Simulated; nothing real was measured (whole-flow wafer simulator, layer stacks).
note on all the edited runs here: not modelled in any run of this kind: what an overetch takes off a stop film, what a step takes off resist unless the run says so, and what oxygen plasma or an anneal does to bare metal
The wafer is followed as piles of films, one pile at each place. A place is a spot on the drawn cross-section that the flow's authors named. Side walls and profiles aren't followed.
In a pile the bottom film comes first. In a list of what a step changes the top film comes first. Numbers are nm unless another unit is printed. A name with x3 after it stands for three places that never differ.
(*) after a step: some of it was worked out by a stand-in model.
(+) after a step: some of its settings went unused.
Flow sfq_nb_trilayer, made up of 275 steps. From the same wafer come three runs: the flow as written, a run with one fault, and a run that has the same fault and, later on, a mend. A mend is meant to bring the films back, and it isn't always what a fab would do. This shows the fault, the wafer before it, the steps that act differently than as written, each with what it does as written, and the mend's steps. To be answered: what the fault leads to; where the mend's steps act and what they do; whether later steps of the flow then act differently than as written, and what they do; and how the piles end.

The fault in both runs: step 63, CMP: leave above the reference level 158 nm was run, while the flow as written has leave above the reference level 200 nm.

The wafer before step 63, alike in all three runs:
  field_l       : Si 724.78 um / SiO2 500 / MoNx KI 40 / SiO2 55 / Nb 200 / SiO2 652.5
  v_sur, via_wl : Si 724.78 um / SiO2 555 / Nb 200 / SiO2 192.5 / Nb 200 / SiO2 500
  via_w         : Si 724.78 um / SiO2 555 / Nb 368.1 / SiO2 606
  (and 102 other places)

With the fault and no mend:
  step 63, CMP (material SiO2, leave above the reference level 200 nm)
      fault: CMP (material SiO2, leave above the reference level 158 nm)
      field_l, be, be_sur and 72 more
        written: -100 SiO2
        fault: -142 SiO2
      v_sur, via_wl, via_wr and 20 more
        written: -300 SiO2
        fault: -342 SiO2
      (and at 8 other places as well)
  Steps later in the flow that act otherwise than as written (4 other steps are not shown; they differ only slightly, by no more than 2% or 0.5 nm, whichever is larger):
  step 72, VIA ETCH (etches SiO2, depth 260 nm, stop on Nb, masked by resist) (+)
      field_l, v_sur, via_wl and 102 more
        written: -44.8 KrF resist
        fault: -40.8 KrF resist
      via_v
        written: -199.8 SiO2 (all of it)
        fault: -157.8 SiO2 (all of it)
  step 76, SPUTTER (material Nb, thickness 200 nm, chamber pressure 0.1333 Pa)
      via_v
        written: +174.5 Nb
        fault: +183.1 Nb
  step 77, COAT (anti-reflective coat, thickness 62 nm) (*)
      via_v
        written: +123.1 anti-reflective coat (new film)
        fault: +112.7 anti-reflective coat (new film)
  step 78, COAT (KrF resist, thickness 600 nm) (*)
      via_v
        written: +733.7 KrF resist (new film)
        fault: +700 KrF resist (new film)
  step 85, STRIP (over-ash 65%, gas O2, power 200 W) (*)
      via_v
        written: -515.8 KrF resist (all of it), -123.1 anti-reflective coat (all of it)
        fault: -482.1 KrF resist (all of it), -112.7 anti-reflective coat (all of it)
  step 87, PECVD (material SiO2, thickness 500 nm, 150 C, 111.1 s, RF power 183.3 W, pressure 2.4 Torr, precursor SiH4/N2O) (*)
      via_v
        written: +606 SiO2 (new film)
        fault: +530.9 SiO2 (new film)
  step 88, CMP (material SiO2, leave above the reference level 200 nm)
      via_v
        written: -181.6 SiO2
        fault: -157.1 SiO2
  The piles end different from the flow's at v_sur, via_wl, via_w and 77 more by more than 2% or 0.5 nm, whichever is larger.
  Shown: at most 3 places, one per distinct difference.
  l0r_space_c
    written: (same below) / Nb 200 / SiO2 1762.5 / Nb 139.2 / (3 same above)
    fault: (same below) / Nb 200 / SiO2 1720.5 / Nb 139.2 / (3 same above)
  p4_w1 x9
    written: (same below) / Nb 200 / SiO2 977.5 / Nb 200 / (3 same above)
    fault: (same below) / Nb 200 / SiO2 935.5 / Nb 200 / (3 same above)
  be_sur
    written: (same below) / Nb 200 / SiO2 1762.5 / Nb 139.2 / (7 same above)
    fault: (same below) / Nb 200 / SiO2 1720.5 / Nb 139.2 / (7 same above)

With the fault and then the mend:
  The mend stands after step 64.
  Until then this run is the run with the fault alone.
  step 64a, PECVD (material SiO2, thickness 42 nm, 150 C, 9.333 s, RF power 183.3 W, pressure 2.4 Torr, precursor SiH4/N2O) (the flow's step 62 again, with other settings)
      field_l, v_sur, via_wl and 103 more
        +42 SiO2
  Later steps of the flow that are run all act as written at every place that is followed, up to a difference of at most 2% or 0.5 nm, whichever is larger.
  At the end the piles are close to the flow's at the places that both follow, differing by at most 2% or 0.5 nm, whichever is larger.
